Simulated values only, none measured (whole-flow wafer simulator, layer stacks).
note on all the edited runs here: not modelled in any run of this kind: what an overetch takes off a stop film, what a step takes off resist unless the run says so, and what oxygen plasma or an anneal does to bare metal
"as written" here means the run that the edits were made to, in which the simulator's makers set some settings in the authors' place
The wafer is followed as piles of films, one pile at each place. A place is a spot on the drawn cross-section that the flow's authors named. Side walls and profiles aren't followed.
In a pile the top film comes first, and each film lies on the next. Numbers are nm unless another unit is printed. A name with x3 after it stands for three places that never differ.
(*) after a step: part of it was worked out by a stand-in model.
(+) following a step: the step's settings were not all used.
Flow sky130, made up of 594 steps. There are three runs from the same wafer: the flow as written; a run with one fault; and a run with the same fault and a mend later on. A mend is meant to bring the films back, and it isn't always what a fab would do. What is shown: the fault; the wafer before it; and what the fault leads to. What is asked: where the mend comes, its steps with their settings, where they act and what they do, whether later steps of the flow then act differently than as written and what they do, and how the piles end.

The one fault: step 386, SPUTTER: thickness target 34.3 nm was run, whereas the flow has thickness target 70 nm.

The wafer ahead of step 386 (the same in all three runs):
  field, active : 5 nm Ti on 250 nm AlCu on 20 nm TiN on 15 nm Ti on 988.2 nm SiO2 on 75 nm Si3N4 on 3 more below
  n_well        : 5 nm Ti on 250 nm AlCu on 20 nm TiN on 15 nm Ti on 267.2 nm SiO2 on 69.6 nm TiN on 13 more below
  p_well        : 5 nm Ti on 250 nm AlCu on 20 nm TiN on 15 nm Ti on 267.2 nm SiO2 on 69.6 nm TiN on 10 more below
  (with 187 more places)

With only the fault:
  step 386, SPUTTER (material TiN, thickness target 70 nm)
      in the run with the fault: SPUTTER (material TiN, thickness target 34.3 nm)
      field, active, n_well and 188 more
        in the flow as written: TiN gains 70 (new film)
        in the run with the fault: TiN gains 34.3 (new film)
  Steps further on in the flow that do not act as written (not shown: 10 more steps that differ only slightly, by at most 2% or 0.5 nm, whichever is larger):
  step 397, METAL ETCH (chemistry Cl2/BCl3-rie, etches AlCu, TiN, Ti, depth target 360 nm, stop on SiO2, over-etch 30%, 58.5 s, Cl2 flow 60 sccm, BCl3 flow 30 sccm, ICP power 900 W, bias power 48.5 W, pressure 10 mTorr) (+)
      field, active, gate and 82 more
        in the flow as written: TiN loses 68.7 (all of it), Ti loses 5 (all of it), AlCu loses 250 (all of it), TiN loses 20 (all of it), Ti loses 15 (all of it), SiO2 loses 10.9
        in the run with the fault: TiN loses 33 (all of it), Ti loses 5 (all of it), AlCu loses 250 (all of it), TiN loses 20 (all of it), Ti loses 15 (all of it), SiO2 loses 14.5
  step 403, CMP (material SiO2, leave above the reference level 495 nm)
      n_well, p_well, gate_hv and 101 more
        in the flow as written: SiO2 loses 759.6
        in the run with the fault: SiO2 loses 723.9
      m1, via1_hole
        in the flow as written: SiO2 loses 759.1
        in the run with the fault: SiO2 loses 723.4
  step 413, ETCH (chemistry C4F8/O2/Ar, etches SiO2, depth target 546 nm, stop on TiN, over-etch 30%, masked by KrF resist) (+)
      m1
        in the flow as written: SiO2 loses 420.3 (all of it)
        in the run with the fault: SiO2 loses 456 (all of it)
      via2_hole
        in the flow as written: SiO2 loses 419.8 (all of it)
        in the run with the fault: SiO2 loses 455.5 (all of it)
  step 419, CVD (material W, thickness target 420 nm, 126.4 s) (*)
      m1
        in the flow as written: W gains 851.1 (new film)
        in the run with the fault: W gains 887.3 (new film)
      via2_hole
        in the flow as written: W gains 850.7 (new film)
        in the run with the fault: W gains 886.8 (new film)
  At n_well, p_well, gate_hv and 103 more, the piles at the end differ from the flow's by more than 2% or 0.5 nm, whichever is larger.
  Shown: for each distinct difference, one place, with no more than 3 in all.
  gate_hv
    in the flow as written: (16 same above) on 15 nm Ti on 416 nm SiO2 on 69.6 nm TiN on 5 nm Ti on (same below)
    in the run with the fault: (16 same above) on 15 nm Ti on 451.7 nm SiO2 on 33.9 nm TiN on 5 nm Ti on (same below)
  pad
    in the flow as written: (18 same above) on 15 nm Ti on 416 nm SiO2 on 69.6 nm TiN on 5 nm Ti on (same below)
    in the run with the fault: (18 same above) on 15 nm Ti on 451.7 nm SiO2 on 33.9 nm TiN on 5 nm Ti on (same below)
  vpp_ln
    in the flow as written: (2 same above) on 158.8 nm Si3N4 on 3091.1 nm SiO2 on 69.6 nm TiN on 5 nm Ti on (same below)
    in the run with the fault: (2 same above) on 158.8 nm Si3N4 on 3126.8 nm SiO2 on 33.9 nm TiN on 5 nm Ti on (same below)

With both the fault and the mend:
  After step 386 comes the mend.
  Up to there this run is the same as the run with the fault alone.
  step 386a, SPUTTER (material TiN, thickness target 35.7 nm) (the flow's step 386 again, with other settings)
      field, active, n_well and 188 more
        TiN gains 35.7
  None of the later steps of the flow acts differently than as written at any place that is followed.
  By the end, the piles equal the flow's at every place that both follow.
